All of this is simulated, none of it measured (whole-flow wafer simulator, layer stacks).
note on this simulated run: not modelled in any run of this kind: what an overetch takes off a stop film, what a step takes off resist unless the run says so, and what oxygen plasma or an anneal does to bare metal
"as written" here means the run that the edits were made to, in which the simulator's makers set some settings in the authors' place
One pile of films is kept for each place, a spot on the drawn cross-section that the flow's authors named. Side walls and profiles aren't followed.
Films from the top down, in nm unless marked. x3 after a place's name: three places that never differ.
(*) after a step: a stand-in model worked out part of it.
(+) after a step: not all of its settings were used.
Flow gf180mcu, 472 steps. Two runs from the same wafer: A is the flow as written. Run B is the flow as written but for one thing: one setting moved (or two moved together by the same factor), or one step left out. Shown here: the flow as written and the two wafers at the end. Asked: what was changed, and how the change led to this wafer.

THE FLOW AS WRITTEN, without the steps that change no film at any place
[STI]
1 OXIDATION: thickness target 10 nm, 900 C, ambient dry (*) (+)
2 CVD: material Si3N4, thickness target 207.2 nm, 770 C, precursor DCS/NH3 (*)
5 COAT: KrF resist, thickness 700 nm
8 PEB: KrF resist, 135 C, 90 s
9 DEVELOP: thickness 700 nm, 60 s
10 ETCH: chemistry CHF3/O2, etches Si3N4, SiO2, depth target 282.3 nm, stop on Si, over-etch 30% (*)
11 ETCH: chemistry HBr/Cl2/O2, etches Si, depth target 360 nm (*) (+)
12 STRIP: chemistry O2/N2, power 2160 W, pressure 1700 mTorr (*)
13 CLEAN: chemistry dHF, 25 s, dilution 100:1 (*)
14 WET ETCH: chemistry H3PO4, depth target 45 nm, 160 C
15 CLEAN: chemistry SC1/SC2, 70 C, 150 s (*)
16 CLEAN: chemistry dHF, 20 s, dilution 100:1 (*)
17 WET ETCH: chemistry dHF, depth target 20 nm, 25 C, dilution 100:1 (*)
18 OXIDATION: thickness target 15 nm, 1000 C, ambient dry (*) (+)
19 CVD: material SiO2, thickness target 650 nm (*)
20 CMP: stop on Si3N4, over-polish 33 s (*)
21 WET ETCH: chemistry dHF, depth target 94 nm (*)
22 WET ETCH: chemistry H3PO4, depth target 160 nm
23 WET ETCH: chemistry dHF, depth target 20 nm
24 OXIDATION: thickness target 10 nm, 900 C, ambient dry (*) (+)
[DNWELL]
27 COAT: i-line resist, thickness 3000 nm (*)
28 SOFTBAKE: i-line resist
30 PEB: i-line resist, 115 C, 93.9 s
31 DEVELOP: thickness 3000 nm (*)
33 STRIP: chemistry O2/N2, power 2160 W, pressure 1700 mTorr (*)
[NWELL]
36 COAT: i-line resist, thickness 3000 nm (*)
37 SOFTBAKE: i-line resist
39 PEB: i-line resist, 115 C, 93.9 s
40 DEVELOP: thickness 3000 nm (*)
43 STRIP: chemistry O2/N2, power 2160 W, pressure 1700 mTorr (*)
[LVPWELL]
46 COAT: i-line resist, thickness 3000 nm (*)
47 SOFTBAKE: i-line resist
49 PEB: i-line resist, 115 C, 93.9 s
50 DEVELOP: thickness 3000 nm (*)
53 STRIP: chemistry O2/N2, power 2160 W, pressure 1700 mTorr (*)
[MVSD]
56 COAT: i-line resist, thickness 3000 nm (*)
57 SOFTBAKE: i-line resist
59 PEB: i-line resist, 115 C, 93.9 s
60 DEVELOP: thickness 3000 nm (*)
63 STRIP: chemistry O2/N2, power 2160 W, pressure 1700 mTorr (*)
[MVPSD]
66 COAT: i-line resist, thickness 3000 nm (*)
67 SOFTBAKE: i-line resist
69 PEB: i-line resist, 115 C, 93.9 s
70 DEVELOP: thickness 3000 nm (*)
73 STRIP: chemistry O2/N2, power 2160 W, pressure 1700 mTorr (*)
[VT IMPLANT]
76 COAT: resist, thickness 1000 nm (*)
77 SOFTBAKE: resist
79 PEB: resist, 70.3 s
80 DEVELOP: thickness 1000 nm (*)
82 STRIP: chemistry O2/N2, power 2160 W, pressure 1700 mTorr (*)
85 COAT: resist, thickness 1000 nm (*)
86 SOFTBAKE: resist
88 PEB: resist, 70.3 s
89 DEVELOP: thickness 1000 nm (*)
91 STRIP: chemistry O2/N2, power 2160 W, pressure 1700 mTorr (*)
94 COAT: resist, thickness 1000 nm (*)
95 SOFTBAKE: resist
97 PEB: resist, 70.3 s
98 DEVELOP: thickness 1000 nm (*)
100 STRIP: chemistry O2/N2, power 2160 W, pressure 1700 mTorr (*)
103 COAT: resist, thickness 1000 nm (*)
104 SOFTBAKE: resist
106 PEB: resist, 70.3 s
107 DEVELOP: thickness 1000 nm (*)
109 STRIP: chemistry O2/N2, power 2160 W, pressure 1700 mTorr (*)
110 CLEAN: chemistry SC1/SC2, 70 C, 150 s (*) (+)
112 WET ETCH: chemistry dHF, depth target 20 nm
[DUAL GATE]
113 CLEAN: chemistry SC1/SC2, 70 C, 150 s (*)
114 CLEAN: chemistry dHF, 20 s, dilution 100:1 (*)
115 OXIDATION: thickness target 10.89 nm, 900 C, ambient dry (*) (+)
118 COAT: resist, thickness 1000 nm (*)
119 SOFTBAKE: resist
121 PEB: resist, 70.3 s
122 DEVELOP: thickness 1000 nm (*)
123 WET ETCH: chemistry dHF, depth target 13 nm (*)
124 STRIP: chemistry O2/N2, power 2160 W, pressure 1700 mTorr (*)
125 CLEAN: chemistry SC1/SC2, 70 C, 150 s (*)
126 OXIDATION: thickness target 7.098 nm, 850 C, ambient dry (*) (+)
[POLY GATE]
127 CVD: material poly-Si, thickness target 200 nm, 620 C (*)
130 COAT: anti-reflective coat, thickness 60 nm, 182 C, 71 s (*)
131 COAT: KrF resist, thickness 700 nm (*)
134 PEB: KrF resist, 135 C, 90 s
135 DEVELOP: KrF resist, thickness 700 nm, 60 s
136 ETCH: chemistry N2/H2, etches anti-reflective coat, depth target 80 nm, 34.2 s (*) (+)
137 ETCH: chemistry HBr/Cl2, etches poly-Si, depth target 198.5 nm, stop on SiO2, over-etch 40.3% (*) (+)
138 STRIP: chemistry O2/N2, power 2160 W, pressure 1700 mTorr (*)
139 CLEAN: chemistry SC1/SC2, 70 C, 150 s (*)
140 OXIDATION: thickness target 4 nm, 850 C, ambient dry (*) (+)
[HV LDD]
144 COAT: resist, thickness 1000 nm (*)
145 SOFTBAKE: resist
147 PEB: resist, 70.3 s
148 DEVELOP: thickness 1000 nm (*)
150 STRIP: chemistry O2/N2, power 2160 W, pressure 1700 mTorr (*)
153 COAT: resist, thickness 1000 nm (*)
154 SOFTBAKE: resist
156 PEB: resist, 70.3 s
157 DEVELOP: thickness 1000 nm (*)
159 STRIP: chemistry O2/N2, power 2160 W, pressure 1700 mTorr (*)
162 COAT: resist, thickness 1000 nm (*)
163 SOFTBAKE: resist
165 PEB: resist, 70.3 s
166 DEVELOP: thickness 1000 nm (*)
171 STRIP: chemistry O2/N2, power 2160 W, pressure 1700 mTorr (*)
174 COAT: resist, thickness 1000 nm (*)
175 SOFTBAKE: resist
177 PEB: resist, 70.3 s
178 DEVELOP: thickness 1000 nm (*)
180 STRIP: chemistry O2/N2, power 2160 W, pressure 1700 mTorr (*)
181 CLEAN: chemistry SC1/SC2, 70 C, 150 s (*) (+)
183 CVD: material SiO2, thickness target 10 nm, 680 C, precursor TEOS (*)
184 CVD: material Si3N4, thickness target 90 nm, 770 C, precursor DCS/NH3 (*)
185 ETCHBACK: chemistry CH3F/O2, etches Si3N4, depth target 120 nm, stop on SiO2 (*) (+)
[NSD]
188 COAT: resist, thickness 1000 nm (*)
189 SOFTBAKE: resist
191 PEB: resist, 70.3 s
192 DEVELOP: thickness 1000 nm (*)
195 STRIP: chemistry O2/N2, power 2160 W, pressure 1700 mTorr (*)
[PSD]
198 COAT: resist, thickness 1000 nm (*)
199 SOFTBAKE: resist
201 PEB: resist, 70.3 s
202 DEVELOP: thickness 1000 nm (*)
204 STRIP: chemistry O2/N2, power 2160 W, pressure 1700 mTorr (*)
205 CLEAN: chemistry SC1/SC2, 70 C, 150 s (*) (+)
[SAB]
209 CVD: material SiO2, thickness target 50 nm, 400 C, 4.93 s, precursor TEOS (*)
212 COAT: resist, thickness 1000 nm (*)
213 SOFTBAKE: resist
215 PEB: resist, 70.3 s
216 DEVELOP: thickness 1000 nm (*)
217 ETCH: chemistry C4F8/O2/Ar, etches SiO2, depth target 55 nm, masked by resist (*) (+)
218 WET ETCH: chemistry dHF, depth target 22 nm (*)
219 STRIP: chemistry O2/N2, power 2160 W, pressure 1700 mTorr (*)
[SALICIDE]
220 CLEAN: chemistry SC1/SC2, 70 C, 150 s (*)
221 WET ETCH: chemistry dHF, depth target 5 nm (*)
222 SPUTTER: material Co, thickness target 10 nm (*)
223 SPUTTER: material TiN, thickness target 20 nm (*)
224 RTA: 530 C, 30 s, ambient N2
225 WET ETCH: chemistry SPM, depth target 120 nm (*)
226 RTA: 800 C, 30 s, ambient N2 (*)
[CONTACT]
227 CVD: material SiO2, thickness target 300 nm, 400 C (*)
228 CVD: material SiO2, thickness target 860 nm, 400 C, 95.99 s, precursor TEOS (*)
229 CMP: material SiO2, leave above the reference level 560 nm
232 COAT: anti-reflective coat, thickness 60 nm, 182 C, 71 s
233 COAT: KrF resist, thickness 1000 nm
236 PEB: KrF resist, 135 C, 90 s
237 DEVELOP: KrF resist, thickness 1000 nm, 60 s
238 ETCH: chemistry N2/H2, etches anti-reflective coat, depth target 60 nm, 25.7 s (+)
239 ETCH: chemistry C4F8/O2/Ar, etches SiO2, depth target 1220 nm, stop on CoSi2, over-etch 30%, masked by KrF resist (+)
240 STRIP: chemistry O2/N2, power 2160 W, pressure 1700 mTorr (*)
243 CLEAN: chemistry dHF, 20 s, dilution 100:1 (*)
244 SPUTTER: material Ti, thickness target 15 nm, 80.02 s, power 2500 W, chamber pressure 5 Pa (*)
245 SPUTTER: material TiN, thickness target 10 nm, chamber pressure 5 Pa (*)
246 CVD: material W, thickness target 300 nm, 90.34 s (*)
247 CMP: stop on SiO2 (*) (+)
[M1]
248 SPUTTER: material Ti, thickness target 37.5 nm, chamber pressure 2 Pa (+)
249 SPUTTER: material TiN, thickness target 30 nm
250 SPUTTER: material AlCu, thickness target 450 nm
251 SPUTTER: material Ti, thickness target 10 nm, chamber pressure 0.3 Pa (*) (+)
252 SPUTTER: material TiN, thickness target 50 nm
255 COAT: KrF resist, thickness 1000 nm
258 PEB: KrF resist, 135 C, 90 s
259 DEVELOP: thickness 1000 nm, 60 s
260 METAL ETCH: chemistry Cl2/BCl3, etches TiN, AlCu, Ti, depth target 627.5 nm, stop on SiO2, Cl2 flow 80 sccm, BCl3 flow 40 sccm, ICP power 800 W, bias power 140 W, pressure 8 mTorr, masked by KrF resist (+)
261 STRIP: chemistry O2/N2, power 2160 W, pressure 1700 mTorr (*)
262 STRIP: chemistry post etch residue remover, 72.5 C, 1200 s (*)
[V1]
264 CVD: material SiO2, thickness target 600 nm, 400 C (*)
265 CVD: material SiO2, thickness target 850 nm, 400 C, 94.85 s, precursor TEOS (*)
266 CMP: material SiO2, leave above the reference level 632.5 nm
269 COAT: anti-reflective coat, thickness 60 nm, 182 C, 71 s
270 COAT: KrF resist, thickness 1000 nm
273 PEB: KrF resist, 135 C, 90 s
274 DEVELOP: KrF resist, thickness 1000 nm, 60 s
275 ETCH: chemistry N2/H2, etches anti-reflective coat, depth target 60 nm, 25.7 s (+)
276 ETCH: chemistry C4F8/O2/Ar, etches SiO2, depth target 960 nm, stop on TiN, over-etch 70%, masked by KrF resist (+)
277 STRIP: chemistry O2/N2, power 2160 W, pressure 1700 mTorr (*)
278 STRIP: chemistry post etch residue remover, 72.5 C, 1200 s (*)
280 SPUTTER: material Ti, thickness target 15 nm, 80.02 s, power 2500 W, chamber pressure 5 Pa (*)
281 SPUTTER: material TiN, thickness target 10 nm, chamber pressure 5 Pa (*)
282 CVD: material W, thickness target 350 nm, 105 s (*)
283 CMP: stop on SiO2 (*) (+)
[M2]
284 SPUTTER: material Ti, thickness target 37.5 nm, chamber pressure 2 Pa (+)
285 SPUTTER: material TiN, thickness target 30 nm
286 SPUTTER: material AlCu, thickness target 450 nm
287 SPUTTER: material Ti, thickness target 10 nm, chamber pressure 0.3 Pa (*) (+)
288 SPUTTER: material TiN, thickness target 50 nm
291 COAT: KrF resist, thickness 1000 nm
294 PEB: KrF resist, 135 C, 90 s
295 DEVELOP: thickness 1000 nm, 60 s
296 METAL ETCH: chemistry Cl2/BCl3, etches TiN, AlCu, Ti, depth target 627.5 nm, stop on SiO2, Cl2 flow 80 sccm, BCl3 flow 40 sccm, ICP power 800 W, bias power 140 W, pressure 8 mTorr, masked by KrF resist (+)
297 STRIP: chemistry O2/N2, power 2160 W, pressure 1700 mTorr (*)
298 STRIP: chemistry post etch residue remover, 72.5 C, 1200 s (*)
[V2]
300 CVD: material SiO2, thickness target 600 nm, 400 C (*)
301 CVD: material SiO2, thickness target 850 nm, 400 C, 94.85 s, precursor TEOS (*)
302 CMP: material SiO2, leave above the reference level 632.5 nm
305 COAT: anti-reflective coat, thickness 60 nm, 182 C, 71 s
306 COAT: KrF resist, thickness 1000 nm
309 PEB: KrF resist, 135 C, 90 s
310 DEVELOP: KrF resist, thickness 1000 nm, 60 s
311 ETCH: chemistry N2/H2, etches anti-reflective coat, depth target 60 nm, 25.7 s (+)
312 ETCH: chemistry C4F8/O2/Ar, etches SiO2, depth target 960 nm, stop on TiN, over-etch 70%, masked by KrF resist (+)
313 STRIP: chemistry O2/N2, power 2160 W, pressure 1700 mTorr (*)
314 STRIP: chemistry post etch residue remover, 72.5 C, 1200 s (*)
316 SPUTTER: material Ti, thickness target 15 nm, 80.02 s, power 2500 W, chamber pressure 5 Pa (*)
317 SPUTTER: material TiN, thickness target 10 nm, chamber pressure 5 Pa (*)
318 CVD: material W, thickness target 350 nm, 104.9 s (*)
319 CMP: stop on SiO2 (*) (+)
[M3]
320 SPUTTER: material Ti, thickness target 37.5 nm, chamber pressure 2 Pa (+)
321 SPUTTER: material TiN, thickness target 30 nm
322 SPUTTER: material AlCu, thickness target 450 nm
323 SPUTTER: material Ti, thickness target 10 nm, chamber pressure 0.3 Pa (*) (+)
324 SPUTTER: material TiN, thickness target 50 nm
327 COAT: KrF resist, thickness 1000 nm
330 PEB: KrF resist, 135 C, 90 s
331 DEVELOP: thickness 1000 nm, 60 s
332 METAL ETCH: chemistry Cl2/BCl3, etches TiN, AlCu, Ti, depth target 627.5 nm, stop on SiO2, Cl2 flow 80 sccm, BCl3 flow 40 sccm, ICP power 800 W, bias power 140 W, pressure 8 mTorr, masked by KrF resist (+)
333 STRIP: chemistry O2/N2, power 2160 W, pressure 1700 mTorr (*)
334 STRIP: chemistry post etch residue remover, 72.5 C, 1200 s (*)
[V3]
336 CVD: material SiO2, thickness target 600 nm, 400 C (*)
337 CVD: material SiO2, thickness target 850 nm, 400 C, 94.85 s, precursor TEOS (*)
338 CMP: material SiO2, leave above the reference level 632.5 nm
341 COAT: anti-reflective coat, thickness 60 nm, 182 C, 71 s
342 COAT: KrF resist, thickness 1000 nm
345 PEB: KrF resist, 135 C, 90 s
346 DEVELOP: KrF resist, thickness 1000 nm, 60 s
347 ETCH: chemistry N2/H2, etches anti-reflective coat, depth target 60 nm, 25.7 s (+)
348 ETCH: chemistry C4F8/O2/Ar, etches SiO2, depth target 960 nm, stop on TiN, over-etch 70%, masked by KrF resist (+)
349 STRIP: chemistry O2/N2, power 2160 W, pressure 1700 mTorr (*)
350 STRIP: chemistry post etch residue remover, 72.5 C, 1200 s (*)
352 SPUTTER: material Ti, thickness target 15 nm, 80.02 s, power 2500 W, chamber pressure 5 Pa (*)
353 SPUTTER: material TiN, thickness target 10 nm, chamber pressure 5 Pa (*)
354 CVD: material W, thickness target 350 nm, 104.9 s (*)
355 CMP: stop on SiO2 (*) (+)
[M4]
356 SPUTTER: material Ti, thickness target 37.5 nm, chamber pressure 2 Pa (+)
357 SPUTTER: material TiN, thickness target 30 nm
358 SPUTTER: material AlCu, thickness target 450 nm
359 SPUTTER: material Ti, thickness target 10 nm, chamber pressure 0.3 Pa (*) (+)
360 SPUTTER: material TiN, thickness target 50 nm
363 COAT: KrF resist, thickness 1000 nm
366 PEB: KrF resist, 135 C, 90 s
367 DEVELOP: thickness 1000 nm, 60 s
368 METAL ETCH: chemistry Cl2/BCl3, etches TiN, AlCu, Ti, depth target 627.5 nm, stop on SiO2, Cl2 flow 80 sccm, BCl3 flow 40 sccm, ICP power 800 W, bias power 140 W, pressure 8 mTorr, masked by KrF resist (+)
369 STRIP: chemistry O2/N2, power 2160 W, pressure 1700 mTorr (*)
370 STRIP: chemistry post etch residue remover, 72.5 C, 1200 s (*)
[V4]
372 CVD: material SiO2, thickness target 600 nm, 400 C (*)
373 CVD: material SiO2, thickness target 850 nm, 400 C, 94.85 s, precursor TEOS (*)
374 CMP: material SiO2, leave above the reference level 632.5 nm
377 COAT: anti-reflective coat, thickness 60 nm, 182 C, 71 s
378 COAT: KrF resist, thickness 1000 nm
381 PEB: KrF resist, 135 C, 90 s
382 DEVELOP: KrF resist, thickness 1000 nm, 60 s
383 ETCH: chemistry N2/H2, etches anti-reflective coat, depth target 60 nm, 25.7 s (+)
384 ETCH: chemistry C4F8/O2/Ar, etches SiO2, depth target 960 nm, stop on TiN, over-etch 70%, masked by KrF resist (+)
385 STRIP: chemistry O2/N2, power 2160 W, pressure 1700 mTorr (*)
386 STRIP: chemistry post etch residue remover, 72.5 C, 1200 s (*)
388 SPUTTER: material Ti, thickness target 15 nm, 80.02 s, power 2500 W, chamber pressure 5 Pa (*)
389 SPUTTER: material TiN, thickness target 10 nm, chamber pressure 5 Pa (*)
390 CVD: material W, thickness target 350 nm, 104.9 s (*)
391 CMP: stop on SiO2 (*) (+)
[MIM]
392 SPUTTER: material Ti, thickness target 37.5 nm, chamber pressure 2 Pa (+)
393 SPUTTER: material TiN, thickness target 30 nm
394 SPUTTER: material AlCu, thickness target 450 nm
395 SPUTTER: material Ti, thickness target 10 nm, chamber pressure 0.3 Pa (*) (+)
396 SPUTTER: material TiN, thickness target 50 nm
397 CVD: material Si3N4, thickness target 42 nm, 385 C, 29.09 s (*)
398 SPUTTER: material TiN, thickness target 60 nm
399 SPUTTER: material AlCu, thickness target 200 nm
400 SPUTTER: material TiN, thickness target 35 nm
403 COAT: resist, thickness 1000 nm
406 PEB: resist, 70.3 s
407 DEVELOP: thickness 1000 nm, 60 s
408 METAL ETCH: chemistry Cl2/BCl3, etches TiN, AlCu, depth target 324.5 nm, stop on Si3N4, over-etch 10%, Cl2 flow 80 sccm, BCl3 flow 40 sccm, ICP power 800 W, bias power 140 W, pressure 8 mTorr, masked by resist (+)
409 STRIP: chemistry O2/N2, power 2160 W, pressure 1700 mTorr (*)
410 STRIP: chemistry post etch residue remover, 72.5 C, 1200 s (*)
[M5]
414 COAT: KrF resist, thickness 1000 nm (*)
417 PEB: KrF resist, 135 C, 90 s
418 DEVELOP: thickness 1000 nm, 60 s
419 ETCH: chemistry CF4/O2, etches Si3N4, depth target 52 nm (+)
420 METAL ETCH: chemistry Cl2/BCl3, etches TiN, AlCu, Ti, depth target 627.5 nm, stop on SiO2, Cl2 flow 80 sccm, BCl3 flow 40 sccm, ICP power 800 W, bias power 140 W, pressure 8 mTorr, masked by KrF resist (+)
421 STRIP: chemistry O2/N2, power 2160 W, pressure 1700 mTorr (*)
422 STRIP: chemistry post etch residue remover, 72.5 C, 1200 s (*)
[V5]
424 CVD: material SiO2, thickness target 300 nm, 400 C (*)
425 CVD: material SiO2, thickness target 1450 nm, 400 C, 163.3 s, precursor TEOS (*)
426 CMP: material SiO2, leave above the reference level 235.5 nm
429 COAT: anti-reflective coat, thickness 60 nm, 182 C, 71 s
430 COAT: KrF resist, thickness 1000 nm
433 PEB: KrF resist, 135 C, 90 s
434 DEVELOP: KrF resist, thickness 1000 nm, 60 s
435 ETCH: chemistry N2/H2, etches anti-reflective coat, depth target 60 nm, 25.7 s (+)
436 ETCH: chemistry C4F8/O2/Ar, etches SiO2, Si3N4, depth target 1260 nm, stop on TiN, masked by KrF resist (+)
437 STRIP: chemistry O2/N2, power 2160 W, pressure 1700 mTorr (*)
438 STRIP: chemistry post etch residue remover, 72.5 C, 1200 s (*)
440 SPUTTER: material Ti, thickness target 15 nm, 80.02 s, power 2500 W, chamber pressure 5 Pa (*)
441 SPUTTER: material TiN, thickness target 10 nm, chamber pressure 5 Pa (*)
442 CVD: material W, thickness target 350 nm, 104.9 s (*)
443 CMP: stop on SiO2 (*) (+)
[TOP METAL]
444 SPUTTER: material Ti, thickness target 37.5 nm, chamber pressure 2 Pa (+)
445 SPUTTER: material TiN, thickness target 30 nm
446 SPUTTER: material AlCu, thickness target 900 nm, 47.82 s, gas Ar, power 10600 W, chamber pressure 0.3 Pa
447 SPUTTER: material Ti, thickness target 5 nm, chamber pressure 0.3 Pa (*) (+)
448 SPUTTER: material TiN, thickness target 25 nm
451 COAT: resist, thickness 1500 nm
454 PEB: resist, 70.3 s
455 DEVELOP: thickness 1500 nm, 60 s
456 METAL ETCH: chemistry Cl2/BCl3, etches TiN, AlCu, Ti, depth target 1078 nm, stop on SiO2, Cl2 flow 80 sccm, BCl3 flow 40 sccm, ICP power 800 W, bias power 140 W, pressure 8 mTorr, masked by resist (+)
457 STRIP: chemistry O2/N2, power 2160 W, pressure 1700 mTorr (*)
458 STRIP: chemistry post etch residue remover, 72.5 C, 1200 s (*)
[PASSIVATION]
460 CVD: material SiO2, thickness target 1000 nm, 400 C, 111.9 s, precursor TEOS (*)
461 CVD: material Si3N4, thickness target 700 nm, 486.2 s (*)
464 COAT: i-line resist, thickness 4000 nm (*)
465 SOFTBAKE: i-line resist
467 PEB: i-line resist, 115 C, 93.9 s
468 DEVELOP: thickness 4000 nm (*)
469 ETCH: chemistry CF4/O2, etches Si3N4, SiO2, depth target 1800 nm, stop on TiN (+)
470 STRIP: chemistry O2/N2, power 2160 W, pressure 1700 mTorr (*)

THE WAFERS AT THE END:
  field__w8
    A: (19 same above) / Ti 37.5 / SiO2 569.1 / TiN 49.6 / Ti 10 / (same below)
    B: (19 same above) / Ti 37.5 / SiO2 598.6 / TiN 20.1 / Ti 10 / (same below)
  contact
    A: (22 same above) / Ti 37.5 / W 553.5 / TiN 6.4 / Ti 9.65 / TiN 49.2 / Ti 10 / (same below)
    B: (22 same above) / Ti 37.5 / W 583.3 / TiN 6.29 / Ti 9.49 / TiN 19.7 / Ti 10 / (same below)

The cause: step 324, SPUTTER: thickness target 20.5 nm was run, where the flow has thickness target 50 nm.

How the change led to this, step by step:
  324 SPUTTER: material TiN, thickness target 50 nm
      field, field__w1, field__w2 and 108 more: A TiN +50 (new film) | B TiN +20.5 (new film)
  332 METAL ETCH: chemistry Cl2/BCl3, etches TiN, AlCu, Ti, depth target 627.5 nm, stop on SiO2, Cl2 flow 80 sccm, BCl3 flow 40 sccm, ICP power 800 W, bias power 140 W, pressure 8 mTorr, masked by KrF resist (+)
      field, field__w1, field__w2 and 103 more: A TiN -50 (all of it), Ti -10 (all of it), AlCu -450 (all of it), TiN -30 (all of it), Ti -37.5 (all of it) | B TiN -20.5 (all of it), Ti -10 (all of it), AlCu -450 (all of it), TiN -30 (all of it), Ti -37.5 (all of it)
  338 CMP: material SiO2, leave above the reference level 632.5 nm
      field__w8, contact, m1, m1__w1, m1_nw: A SiO2 -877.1 | B SiO2 -847.6
  348 ETCH: chemistry C4F8/O2/Ar, etches SiO2, depth target 960 nm, stop on TiN, over-etch 70%, masked by KrF resist (+)
      contact: A SiO2 -572.5 (all of it) | B SiO2 -602 (all of it)
  354 CVD: material W, thickness target 350 nm, 104.9 s (*)
      contact: A W +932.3 (new film) | B W +962.1 (new film)
